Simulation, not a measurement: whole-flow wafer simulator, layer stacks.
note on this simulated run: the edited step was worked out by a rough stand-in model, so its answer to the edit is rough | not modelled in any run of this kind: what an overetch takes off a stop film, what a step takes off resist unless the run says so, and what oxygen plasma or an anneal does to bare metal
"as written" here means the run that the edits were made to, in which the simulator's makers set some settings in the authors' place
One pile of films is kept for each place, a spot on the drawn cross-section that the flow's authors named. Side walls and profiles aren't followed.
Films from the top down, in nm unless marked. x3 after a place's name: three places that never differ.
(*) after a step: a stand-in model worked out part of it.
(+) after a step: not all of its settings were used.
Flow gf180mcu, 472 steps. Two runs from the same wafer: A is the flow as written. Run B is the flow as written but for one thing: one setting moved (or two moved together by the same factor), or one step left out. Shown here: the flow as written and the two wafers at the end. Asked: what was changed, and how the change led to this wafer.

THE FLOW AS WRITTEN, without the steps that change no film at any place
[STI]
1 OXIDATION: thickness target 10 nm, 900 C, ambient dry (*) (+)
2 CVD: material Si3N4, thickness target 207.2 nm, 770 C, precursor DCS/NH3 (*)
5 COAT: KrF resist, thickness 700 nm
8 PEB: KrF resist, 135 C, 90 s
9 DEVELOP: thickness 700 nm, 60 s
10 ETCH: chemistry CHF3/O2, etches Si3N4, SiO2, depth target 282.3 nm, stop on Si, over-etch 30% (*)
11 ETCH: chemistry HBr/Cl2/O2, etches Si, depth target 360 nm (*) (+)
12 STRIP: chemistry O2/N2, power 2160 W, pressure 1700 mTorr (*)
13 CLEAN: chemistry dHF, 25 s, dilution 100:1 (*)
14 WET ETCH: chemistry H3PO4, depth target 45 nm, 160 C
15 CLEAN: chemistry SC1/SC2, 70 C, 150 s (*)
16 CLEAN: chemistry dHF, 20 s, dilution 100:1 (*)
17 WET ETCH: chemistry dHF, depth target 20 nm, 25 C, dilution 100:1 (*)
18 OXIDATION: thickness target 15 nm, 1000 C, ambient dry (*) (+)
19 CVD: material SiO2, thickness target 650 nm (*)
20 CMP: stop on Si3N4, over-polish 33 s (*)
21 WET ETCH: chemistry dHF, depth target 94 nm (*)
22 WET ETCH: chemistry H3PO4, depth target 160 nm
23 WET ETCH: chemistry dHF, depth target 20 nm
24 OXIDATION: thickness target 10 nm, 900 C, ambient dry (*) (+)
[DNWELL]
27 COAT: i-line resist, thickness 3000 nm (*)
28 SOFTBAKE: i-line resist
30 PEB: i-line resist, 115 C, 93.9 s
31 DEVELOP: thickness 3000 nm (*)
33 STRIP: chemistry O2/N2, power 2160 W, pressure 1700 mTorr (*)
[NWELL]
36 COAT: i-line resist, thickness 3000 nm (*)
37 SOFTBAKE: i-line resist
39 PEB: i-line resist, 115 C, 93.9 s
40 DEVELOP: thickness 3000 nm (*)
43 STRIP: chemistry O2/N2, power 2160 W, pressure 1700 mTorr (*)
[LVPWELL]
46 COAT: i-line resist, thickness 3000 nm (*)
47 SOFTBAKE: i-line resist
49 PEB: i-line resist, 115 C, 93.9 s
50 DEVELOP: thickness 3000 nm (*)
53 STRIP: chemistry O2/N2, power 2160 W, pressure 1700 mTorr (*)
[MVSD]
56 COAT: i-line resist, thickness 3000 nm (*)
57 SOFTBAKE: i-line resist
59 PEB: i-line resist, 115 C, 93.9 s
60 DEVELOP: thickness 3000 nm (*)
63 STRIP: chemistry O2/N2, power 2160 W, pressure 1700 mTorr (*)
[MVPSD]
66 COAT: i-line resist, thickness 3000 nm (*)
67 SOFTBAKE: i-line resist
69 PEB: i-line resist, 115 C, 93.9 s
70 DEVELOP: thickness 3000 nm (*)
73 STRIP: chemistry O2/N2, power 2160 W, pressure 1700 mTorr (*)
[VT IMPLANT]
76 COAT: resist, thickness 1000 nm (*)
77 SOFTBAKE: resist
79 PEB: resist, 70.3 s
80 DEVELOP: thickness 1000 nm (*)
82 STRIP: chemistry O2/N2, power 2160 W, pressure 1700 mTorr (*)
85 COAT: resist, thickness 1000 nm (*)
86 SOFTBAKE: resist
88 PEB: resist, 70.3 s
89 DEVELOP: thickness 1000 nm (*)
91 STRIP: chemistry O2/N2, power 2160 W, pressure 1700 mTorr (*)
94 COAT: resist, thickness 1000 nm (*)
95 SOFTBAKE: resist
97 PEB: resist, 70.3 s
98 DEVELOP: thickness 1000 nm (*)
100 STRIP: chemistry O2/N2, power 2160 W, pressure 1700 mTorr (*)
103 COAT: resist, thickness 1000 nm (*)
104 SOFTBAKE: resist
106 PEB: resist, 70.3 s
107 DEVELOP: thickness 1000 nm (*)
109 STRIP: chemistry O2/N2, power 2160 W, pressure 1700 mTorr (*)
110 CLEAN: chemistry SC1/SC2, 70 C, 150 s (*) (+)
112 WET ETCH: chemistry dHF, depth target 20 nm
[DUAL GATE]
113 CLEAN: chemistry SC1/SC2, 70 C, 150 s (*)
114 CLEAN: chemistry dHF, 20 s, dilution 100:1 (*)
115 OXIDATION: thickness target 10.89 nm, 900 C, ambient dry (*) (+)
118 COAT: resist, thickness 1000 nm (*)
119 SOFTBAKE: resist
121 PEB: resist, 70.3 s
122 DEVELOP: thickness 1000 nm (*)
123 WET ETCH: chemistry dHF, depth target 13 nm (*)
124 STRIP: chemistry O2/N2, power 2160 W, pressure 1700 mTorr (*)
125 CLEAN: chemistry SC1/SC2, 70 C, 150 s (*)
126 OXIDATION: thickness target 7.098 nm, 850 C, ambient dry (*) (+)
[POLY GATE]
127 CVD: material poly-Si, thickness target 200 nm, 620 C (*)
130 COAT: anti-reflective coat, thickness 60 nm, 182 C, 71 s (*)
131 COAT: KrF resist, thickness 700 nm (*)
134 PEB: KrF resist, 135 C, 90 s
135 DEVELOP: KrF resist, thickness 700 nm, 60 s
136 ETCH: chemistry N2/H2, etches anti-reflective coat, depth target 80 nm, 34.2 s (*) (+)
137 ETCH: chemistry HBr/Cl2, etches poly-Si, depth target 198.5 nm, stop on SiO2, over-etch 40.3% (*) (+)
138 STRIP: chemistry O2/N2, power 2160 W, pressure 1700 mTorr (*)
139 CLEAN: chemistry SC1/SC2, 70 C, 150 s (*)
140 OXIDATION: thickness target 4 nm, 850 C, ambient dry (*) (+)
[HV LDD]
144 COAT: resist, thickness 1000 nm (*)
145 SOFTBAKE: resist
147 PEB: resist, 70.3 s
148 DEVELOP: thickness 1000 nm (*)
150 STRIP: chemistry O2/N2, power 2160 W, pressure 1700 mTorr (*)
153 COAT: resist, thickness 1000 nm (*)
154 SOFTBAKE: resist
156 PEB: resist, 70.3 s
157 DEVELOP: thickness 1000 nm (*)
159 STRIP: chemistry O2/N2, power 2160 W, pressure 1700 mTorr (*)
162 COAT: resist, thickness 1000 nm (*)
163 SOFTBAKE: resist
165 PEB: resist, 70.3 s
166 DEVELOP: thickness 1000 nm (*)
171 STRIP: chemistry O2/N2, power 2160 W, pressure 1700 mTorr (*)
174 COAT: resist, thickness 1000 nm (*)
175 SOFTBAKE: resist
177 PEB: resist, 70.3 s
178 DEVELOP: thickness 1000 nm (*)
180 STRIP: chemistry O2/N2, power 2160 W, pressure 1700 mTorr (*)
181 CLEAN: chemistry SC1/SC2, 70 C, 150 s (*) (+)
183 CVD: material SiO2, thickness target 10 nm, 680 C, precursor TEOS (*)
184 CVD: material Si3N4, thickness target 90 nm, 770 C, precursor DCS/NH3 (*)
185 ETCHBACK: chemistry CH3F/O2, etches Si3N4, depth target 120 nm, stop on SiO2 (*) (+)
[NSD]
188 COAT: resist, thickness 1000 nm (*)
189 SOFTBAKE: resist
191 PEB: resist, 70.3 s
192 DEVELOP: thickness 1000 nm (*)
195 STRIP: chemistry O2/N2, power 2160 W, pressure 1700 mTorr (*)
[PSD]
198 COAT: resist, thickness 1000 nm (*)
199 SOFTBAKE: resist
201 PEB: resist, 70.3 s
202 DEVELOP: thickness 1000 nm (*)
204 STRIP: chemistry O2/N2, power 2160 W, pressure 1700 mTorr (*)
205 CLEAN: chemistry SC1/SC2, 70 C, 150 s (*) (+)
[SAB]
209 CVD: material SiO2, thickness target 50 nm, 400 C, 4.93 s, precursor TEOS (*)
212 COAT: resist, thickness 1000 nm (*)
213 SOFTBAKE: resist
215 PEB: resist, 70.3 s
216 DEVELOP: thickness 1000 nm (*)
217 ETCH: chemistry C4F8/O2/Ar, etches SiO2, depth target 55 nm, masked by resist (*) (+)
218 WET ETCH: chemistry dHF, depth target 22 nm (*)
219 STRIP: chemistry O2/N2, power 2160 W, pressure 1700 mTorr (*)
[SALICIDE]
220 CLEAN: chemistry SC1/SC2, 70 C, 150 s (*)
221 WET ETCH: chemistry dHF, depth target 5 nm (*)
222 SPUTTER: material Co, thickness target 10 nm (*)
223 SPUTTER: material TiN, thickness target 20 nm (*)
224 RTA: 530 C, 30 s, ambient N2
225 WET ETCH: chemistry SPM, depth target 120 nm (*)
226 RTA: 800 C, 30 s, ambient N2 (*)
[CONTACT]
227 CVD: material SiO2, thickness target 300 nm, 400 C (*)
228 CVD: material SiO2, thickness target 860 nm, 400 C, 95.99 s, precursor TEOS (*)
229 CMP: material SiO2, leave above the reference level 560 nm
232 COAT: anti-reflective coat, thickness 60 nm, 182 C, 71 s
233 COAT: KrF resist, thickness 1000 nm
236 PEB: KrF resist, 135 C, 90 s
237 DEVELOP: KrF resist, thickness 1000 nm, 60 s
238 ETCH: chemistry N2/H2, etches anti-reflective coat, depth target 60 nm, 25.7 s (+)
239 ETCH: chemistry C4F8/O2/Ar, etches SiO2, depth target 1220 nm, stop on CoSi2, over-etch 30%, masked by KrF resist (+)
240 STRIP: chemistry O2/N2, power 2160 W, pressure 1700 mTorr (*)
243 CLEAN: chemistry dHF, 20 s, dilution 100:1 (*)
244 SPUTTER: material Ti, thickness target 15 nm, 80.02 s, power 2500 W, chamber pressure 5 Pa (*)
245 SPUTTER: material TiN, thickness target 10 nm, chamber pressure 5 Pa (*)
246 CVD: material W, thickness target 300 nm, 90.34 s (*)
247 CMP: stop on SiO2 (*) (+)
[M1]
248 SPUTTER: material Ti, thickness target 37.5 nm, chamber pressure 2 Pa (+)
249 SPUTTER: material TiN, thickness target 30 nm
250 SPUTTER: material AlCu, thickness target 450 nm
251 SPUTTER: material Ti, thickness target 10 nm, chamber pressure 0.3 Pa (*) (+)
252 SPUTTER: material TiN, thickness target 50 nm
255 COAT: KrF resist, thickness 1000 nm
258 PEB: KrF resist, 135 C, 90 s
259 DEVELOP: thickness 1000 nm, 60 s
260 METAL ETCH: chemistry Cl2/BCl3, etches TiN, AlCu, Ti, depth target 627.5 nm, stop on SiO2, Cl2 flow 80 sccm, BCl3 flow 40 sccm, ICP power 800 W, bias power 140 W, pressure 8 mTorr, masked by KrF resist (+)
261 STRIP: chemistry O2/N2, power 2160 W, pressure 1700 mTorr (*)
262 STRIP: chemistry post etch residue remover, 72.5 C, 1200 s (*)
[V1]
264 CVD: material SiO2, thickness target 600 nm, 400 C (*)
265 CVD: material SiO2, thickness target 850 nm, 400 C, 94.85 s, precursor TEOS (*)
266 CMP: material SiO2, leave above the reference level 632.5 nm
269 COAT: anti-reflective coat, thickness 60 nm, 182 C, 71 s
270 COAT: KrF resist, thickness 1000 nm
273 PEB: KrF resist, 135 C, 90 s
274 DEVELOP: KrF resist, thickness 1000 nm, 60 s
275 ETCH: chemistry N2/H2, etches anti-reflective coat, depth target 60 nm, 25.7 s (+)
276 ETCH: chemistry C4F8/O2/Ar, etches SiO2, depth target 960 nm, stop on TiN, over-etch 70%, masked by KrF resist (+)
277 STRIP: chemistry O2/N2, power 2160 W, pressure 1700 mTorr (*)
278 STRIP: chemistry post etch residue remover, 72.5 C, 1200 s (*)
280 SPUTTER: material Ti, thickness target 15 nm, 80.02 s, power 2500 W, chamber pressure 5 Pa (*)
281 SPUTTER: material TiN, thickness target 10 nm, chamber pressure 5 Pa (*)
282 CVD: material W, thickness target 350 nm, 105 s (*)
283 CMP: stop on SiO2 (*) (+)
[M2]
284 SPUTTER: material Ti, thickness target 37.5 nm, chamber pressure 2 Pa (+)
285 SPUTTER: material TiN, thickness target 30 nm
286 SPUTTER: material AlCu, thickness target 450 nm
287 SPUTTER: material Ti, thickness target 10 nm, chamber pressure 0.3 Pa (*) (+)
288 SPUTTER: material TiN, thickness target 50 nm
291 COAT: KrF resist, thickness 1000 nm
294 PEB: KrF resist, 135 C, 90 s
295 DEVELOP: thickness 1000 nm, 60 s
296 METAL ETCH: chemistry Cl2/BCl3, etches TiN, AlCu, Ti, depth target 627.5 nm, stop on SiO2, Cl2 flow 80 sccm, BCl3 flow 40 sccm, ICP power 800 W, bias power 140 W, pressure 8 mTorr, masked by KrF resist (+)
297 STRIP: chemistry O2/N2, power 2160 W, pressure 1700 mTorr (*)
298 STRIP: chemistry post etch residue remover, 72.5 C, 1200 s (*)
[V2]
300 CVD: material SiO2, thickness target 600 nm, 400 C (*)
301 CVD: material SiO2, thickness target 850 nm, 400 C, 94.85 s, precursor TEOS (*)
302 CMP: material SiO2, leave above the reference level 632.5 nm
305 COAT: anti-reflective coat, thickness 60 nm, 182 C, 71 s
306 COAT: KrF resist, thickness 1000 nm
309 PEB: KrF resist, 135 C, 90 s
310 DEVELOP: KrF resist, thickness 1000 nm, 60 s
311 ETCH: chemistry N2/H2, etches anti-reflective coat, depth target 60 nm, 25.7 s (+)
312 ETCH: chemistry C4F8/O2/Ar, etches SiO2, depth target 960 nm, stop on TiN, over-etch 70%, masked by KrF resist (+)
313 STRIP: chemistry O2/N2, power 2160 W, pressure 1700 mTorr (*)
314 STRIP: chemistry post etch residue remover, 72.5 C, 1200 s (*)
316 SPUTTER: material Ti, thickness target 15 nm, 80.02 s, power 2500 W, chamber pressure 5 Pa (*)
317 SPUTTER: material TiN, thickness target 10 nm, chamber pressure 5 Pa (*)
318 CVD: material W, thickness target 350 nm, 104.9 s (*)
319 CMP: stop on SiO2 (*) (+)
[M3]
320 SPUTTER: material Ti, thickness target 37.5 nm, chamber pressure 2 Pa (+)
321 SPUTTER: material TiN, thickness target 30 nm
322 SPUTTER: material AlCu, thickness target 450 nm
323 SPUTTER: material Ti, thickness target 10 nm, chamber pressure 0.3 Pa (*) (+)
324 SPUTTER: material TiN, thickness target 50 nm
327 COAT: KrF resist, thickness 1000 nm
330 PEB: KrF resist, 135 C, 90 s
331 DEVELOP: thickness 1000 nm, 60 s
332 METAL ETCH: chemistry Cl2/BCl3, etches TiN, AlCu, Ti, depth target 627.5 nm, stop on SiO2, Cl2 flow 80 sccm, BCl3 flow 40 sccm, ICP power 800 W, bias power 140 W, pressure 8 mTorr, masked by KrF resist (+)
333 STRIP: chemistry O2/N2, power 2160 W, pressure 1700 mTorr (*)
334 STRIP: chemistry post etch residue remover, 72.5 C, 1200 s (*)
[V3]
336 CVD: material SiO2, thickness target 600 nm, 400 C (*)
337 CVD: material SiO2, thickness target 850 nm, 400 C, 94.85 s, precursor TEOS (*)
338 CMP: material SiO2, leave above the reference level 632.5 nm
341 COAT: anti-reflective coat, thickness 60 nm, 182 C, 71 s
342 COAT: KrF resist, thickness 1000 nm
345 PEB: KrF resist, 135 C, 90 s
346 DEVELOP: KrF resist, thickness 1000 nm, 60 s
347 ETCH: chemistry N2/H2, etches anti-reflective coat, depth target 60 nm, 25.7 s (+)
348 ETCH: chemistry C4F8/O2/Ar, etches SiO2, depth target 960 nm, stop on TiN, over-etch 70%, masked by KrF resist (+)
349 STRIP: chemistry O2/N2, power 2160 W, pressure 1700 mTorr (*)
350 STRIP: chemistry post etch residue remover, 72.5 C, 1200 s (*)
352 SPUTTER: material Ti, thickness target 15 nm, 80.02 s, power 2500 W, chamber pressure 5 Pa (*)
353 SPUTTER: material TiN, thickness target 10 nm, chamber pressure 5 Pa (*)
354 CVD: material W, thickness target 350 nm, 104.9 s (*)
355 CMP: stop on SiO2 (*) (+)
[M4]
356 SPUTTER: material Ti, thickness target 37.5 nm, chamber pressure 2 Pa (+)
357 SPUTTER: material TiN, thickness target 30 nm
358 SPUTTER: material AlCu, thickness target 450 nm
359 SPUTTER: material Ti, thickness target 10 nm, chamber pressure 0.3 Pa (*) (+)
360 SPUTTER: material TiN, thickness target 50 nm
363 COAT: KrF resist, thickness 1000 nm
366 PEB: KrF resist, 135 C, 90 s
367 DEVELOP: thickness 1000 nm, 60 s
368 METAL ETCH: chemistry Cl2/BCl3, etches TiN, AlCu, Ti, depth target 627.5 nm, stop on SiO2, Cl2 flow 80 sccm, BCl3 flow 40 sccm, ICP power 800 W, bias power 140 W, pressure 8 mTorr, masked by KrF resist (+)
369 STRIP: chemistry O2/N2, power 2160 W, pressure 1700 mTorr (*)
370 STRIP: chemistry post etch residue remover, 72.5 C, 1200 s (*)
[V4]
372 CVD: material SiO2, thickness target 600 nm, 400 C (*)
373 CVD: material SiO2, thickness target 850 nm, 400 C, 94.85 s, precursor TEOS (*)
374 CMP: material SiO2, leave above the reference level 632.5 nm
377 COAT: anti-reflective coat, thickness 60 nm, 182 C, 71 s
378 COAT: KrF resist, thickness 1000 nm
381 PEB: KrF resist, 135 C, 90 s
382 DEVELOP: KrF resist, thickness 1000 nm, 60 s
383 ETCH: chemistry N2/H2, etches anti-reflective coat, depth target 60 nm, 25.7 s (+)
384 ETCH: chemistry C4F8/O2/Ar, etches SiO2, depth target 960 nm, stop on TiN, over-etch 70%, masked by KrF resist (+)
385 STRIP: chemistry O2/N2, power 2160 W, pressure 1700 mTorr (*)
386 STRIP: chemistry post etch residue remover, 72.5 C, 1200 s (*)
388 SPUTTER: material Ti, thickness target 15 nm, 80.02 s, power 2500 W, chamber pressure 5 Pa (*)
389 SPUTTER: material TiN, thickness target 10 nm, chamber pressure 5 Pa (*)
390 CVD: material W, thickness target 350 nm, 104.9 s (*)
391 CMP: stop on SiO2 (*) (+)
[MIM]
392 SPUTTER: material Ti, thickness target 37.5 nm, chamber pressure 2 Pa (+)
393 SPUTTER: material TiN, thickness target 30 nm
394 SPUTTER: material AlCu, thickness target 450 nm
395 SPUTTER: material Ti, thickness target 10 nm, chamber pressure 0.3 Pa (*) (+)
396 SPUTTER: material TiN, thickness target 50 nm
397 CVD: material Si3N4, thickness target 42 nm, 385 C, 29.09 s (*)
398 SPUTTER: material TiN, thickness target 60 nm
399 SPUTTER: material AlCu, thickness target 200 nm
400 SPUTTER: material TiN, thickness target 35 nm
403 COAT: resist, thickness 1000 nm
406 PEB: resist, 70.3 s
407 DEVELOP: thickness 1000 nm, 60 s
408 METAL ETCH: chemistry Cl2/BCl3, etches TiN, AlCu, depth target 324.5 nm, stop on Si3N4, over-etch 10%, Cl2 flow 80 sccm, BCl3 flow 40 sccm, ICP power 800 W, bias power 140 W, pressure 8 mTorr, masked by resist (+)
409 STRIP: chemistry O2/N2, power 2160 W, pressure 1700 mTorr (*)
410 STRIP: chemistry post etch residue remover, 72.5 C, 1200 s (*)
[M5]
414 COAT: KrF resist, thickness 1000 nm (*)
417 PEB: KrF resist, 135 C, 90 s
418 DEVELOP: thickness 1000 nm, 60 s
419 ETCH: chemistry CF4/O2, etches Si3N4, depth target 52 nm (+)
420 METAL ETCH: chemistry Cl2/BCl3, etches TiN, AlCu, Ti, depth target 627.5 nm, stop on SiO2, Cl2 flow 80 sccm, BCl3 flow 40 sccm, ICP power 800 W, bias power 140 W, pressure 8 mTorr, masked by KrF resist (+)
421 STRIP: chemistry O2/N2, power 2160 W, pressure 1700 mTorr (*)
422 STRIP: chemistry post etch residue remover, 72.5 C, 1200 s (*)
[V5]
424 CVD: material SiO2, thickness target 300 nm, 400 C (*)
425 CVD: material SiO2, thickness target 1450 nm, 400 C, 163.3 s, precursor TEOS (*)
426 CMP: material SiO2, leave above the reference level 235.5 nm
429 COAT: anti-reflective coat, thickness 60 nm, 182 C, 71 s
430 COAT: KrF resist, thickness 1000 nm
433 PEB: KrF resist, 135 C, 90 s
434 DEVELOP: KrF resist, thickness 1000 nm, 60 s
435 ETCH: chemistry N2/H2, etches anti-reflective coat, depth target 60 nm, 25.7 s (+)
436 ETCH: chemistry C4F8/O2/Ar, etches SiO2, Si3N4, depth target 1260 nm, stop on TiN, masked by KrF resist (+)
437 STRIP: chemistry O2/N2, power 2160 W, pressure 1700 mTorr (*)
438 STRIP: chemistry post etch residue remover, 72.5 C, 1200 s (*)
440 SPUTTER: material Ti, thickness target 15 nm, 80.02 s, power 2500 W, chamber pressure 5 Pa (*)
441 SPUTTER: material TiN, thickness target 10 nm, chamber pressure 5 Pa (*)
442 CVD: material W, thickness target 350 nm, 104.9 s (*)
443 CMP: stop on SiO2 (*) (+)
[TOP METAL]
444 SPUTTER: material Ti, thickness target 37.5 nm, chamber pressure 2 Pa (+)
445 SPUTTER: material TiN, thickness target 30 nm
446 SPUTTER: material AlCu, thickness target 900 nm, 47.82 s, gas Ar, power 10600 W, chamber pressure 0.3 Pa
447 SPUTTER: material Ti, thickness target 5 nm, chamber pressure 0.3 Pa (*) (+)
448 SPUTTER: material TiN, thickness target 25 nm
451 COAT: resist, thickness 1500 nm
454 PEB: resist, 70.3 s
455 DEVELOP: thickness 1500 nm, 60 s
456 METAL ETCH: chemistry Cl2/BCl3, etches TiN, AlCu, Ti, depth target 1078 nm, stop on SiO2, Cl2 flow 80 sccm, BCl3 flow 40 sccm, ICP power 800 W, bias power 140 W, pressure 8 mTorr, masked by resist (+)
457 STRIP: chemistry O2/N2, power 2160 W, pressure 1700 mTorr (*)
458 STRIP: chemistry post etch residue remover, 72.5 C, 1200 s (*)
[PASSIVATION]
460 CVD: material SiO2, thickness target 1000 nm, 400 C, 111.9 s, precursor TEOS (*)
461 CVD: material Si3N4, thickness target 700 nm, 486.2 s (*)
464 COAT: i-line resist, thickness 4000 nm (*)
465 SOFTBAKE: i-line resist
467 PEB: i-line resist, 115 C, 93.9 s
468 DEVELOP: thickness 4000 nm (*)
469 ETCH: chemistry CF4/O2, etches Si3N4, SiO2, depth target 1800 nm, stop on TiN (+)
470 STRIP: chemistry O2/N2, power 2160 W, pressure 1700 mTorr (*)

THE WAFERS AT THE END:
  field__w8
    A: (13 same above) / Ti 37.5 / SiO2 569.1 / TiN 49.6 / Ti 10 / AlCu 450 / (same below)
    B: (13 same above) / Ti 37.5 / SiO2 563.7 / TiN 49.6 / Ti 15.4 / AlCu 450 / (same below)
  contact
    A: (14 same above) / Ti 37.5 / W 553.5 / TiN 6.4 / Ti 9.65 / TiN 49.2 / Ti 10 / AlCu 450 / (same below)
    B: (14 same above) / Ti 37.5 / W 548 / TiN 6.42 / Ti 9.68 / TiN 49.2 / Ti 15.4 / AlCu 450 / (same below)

The cause: step 359, SPUTTER: thickness target 15.4 nm was run, where the flow has thickness target 10 nm.
It can be read off the wafer: field__w8 has Ti 15.4, and step 359 as written asks for 10 nm.

How the change led to this, step by step:
  359 SPUTTER: material Ti, thickness target 10 nm, chamber pressure 0.3 Pa (*) (+)
      field, field__w1, field__w2 and 108 more: A Ti +10 (new film) | B Ti +15.4 (new film)
  368 METAL ETCH: chemistry Cl2/BCl3, etches TiN, AlCu, Ti, depth target 627.5 nm, stop on SiO2, Cl2 flow 80 sccm, BCl3 flow 40 sccm, ICP power 800 W, bias power 140 W, pressure 8 mTorr, masked by KrF resist (+)
      field, field__w1, field__w2 and 103 more: A TiN -50 (all of it), Ti -10 (all of it), AlCu -450 (all of it), TiN -30 (all of it), Ti -37.5 (all of it) | B TiN -50 (all of it), Ti -15.4 (all of it), AlCu -450 (all of it), TiN -30 (all of it), Ti -37.5 (all of it)
